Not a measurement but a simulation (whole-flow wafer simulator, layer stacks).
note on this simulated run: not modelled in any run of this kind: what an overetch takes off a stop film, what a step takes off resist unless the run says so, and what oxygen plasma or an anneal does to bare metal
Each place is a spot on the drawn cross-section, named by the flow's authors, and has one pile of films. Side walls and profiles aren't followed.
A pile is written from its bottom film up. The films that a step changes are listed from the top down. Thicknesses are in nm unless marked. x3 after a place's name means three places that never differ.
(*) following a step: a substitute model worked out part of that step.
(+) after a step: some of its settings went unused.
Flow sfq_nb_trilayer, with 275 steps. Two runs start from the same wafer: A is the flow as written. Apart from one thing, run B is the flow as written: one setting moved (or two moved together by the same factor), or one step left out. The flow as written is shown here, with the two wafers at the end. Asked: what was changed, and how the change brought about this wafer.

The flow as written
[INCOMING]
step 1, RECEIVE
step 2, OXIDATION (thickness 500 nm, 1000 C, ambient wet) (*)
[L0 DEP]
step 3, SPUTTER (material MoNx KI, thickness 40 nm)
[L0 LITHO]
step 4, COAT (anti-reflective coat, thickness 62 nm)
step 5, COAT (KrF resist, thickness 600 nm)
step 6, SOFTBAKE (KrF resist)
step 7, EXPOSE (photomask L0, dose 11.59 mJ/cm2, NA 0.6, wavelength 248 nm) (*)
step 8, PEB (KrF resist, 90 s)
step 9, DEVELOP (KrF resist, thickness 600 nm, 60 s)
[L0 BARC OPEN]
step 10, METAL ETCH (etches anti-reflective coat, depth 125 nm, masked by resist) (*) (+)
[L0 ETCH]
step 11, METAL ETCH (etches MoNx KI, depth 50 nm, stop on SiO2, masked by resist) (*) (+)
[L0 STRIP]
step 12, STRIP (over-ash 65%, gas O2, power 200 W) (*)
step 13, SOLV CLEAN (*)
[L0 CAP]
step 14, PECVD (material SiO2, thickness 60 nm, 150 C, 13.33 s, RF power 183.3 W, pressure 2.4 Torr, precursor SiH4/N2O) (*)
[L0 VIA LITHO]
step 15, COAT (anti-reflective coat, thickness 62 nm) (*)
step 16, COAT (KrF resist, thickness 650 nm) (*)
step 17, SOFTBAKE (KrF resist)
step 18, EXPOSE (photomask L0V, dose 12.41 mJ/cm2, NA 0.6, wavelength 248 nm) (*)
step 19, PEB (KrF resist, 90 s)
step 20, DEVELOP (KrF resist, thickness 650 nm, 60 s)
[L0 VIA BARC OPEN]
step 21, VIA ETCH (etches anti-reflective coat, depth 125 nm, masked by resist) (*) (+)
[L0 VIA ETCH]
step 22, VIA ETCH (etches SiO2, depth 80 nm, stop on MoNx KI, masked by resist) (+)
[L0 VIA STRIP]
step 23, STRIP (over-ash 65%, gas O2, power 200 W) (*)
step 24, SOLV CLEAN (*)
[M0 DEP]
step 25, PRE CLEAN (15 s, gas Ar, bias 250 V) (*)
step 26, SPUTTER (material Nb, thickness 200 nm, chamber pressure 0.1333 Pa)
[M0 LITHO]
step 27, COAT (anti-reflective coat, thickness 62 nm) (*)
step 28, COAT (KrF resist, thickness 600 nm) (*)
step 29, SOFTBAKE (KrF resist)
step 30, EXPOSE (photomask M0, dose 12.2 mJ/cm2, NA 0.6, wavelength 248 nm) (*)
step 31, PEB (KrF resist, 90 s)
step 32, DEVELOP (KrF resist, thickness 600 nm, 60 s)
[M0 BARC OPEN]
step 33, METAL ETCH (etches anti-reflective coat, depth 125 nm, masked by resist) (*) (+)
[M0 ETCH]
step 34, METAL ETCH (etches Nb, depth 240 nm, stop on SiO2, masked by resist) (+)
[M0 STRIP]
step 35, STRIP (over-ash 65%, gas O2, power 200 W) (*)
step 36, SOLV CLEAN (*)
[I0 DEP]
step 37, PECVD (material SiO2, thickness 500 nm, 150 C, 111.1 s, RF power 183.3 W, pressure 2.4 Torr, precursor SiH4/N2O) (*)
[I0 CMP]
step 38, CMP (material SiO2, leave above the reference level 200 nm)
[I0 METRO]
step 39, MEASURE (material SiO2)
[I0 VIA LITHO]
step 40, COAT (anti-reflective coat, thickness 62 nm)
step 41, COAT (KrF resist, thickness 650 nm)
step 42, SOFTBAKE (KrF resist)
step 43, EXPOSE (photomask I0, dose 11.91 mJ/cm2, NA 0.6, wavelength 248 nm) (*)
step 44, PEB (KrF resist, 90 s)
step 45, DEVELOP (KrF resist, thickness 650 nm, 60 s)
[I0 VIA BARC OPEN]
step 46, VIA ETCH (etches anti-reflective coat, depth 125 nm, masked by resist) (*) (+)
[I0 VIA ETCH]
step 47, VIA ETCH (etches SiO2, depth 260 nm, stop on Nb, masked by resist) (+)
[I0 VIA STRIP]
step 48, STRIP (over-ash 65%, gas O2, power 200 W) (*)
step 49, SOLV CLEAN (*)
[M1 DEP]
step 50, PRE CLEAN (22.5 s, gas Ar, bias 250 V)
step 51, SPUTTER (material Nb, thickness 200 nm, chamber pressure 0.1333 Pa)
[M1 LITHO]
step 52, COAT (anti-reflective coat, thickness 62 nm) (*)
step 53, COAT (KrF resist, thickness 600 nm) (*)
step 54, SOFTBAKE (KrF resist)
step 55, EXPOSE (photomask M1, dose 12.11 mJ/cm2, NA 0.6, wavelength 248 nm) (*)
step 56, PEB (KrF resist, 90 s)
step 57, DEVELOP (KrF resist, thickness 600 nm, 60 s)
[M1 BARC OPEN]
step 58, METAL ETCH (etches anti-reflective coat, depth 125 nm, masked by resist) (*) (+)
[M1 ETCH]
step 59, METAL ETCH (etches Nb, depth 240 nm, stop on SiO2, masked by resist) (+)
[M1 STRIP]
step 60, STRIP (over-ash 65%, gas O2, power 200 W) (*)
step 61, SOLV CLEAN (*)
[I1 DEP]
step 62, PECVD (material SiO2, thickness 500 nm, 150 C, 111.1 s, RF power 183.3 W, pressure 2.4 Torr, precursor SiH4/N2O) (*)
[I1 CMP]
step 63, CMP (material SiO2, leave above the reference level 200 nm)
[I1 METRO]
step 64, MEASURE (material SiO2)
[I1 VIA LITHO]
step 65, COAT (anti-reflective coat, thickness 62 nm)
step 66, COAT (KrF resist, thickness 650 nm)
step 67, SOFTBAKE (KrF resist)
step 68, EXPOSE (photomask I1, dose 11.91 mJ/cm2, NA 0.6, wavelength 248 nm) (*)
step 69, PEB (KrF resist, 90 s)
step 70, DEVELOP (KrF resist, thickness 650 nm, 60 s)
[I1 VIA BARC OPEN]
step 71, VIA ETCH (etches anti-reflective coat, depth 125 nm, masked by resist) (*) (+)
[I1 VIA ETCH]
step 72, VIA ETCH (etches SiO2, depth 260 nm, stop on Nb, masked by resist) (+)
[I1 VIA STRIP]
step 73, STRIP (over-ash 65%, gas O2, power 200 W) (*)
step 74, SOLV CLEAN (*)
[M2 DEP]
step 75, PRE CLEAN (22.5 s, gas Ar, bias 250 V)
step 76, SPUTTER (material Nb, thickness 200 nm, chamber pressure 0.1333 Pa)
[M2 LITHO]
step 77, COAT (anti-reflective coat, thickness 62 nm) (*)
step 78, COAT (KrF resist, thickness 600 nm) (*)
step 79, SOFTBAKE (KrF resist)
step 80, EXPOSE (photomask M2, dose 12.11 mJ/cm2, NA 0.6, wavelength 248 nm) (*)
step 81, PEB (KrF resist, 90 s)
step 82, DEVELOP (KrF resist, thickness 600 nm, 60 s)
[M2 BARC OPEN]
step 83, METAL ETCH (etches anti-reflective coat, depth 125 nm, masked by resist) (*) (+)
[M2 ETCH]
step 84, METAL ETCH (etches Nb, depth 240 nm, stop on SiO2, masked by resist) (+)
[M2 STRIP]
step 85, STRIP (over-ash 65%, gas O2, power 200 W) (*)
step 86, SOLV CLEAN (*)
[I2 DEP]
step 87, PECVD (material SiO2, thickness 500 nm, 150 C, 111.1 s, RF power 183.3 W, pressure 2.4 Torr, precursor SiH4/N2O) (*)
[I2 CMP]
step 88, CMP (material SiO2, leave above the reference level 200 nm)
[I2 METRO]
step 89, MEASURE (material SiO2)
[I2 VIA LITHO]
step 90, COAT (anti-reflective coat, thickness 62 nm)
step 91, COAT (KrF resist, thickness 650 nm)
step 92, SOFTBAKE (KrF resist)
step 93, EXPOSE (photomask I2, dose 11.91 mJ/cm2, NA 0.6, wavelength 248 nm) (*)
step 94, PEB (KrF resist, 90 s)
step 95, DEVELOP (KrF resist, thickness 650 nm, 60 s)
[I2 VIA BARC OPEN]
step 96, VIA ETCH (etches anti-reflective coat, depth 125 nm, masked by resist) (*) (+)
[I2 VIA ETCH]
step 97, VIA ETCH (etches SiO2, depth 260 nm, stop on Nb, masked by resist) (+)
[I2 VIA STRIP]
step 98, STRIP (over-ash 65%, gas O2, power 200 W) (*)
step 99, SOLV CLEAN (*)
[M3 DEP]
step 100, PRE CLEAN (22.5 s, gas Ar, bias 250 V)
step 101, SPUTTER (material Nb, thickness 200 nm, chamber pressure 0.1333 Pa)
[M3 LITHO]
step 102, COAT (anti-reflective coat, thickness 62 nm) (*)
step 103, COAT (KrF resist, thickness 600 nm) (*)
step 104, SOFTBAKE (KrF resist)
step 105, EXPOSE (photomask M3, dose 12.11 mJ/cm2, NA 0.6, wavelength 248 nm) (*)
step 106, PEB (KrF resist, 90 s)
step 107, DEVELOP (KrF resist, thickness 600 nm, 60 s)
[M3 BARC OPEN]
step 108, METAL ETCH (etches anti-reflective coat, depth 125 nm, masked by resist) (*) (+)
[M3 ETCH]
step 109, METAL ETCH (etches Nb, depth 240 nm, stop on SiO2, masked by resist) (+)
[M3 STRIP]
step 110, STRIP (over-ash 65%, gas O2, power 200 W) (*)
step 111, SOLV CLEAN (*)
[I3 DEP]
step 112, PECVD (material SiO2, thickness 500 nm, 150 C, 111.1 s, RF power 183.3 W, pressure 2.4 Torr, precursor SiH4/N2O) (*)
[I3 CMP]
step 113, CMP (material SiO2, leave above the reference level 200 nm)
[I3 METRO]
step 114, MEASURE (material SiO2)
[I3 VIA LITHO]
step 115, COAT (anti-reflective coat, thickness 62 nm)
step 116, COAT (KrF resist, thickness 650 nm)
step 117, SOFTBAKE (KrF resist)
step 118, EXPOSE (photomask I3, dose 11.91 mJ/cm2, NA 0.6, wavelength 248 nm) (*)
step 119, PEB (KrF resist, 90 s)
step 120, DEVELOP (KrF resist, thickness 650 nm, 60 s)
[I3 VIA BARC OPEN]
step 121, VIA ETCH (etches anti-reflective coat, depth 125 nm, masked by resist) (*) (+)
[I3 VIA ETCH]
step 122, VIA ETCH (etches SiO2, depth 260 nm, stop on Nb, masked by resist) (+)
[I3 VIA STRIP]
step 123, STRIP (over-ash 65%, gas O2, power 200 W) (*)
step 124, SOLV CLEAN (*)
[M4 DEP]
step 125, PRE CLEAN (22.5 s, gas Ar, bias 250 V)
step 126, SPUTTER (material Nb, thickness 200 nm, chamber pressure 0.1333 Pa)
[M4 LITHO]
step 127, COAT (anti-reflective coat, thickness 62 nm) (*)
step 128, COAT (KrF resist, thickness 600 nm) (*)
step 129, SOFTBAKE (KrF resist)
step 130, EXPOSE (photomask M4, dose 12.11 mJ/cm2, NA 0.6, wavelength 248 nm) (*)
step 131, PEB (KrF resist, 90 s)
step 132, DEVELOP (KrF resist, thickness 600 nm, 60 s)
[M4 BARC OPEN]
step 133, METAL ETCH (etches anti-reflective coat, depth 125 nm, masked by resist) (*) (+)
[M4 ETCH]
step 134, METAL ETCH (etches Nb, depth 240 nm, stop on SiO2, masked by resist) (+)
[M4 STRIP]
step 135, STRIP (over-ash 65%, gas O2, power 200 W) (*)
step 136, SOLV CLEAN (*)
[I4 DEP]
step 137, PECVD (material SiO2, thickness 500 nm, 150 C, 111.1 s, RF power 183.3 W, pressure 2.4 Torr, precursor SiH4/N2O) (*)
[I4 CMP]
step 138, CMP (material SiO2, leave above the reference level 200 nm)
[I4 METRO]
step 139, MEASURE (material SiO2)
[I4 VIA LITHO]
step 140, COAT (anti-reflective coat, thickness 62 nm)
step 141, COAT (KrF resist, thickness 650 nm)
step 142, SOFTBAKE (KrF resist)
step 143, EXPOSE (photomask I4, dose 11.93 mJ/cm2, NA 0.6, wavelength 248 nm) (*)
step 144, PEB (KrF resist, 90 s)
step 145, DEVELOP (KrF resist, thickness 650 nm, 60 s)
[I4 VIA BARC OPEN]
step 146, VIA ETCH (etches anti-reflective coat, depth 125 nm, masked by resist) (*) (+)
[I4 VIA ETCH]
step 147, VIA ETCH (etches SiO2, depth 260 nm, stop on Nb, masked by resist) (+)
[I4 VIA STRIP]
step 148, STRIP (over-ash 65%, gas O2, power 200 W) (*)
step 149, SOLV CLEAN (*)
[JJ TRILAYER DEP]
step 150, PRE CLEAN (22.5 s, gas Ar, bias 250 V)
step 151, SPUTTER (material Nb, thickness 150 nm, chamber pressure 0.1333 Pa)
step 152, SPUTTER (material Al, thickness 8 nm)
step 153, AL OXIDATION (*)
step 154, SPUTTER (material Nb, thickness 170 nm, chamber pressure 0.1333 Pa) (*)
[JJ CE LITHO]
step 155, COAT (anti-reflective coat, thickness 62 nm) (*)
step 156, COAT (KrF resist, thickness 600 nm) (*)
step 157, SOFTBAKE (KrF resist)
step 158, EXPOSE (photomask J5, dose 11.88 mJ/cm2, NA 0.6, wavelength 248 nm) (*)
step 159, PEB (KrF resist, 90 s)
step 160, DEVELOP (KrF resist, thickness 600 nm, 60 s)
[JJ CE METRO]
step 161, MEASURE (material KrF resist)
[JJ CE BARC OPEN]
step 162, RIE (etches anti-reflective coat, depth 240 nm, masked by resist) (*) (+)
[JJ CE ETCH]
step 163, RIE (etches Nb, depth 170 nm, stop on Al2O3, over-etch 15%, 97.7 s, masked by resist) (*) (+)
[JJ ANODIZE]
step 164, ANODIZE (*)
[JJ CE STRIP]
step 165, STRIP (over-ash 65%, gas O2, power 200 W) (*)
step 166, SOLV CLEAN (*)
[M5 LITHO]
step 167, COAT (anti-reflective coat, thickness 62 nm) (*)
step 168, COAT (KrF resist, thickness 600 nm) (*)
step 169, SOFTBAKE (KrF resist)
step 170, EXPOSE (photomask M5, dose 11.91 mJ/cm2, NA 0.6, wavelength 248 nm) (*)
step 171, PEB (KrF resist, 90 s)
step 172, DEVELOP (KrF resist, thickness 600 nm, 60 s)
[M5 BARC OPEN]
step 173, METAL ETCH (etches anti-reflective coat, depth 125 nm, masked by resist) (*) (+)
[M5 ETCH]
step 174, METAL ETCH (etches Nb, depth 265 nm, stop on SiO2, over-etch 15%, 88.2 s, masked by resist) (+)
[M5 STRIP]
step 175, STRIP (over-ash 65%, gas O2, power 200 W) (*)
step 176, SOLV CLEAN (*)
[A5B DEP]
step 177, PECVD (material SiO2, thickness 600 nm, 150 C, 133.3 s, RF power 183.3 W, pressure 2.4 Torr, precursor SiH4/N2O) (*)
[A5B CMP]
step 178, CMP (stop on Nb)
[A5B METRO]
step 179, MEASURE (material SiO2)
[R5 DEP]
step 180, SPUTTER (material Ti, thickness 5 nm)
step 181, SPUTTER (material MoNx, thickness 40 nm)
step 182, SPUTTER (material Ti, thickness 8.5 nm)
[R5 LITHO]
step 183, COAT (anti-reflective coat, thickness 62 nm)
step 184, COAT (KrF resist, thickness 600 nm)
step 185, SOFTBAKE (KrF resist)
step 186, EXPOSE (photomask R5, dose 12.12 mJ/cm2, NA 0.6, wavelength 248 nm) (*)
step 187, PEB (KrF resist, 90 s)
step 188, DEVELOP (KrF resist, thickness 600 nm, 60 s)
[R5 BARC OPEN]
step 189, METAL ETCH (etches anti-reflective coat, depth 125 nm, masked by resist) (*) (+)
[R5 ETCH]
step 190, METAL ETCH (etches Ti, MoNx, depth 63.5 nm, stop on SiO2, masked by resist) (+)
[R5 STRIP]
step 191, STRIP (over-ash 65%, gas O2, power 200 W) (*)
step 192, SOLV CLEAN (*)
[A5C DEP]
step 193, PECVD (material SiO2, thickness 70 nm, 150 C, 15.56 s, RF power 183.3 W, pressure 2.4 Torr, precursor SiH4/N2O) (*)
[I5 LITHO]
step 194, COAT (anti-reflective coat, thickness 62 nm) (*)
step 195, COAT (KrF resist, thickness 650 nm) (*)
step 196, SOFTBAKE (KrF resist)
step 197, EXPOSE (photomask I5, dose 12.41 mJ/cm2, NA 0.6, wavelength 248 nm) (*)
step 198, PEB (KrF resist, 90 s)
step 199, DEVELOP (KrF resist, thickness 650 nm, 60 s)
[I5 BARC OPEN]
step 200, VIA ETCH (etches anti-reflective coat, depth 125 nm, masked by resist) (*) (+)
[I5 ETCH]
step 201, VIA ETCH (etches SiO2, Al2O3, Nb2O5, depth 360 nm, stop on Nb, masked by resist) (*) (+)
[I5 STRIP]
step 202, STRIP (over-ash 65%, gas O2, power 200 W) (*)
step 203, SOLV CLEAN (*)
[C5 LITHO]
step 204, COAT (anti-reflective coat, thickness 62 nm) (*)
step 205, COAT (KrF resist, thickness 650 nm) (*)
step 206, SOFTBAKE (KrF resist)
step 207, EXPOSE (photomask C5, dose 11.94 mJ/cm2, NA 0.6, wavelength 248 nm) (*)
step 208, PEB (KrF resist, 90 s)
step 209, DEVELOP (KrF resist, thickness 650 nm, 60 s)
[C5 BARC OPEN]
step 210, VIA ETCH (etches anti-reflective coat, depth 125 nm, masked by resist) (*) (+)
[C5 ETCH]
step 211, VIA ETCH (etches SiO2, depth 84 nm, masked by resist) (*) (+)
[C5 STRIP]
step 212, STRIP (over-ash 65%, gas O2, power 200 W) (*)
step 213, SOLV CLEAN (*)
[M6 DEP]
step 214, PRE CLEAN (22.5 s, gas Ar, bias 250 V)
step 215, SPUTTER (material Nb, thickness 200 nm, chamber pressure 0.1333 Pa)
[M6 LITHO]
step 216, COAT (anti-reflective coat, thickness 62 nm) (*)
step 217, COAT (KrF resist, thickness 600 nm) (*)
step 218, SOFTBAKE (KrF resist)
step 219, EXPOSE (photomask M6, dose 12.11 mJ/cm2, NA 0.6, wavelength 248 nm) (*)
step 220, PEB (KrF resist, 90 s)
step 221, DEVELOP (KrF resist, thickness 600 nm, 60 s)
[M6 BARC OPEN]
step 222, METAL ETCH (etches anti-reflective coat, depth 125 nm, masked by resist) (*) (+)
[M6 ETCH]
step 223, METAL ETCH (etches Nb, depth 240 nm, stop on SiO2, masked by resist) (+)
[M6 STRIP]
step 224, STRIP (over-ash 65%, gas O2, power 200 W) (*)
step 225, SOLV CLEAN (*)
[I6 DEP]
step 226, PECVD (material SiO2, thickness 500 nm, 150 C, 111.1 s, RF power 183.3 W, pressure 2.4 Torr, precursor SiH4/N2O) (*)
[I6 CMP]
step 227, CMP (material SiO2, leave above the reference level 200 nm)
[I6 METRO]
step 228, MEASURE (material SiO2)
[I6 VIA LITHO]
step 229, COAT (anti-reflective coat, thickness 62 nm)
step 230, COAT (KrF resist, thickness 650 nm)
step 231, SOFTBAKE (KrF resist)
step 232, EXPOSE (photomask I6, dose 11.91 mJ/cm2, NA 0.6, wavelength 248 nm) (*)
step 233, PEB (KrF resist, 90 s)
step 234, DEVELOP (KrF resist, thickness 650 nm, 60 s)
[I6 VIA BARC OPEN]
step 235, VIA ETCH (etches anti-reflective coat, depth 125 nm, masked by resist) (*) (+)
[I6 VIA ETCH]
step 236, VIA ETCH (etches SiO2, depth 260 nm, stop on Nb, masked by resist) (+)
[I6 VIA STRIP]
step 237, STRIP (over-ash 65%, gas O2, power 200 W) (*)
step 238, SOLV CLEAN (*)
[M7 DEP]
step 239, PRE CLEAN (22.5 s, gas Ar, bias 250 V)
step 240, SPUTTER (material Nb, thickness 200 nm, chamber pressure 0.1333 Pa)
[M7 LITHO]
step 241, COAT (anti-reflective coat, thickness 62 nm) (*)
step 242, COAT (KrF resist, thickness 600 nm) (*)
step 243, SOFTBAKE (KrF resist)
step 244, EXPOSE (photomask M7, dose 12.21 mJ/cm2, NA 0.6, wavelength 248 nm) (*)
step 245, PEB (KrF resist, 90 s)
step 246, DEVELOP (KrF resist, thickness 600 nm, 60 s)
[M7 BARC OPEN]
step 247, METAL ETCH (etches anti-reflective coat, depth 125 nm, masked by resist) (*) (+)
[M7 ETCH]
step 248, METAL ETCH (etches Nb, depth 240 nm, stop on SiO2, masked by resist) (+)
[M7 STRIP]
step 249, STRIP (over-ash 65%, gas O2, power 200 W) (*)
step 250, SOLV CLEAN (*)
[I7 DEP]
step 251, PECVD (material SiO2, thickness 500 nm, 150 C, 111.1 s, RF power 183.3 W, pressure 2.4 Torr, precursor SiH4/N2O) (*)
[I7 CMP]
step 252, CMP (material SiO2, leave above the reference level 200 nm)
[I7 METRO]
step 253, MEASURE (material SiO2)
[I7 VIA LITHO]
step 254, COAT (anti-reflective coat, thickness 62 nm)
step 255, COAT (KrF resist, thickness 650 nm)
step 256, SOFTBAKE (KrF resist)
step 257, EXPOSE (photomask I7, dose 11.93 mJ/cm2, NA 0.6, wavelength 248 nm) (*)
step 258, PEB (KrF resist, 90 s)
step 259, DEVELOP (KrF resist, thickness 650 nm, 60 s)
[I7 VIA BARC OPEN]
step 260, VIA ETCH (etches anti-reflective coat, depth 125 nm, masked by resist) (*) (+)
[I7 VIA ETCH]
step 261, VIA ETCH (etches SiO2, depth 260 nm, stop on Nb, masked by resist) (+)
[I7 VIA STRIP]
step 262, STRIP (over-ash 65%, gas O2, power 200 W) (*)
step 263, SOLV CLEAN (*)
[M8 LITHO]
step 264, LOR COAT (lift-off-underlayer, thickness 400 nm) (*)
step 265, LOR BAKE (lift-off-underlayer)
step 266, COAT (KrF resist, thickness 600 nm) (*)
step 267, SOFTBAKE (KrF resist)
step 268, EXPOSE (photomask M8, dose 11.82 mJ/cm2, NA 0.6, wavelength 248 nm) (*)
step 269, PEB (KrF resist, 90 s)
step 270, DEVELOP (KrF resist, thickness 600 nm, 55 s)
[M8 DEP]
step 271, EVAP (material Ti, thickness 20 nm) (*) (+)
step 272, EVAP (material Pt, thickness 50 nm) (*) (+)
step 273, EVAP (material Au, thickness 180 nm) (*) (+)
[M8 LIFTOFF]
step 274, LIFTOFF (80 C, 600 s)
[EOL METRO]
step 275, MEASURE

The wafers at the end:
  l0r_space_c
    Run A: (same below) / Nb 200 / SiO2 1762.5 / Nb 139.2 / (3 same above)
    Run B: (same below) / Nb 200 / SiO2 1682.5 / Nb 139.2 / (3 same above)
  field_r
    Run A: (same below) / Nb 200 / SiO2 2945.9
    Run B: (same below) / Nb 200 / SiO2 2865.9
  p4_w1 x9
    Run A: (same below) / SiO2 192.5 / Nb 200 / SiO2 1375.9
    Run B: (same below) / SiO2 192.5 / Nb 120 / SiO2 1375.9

What caused this: step 126, SPUTTER: thickness 120 nm was run, whereas the flow has thickness 200 nm.
The wafer lets one read it off: p4_w1 x9 has Nb 120, and step 126 as written asks for 200 nm.

Step by step, how the change led to this:
  step 126, SPUTTER (material Nb, thickness 200 nm, chamber pressure 0.1333 Pa)
      field_l, v_sur, via_wl and 102 more: A +200 Nb (new film) | B +120 Nb (new film)
      via_v: A +165.5 Nb | B +99 Nb
  step 127, COAT (anti-reflective coat, thickness 62 nm) (*)
      via_v: A +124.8 anti-reflective coat (new film) | B +120.7 anti-reflective coat (new film)
  step 134, METAL ETCH (etches Nb, depth 240 nm, stop on SiO2, masked by resist) (+)
      field_l, be, be_sur and 64 more: A -200 Nb (all of it) | B -120 Nb (all of it)
      v_sur, via_wl, via_w and 36 more: A -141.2 KrF resist | B -105.9 KrF resist
  step 135, STRIP (over-ash 65%, gas O2, power 200 W) (*)
      p4_fl x3, p4_w1 x9, p4_g1 x2 and 15 more: A -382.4 KrF resist (all of it), -62 anti-reflective coat (all of it) | B -417.7 KrF resist (all of it), -62 anti-reflective coat (all of it)
      ln_m5, lsp_m: A -381.9 KrF resist (all of it), -61.8 anti-reflective coat (all of it) | B -417.2 KrF resist (all of it), -61.8 anti-reflective coat (all of it)
      (and at 8 other places as well)
  step 137, PECVD (material SiO2, thickness 500 nm, 150 C, 111.1 s, RF power 183.3 W, pressure 2.4 Torr, precursor SiH4/N2O) (*)
      p3_s0 x6: A +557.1 SiO2 | B +500 SiO2
      via_v: A +615 SiO2 (new film) | B +593.3 SiO2 (new film)
  step 138, CMP (material SiO2, leave above the reference level 200 nm)
      field_l, be, be_sur and 55 more: A -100 SiO2 | B -180 SiO2
      p3_s0 x6: A -157.1 SiO2 | B -180 SiO2
      (and at 4 other places as well)
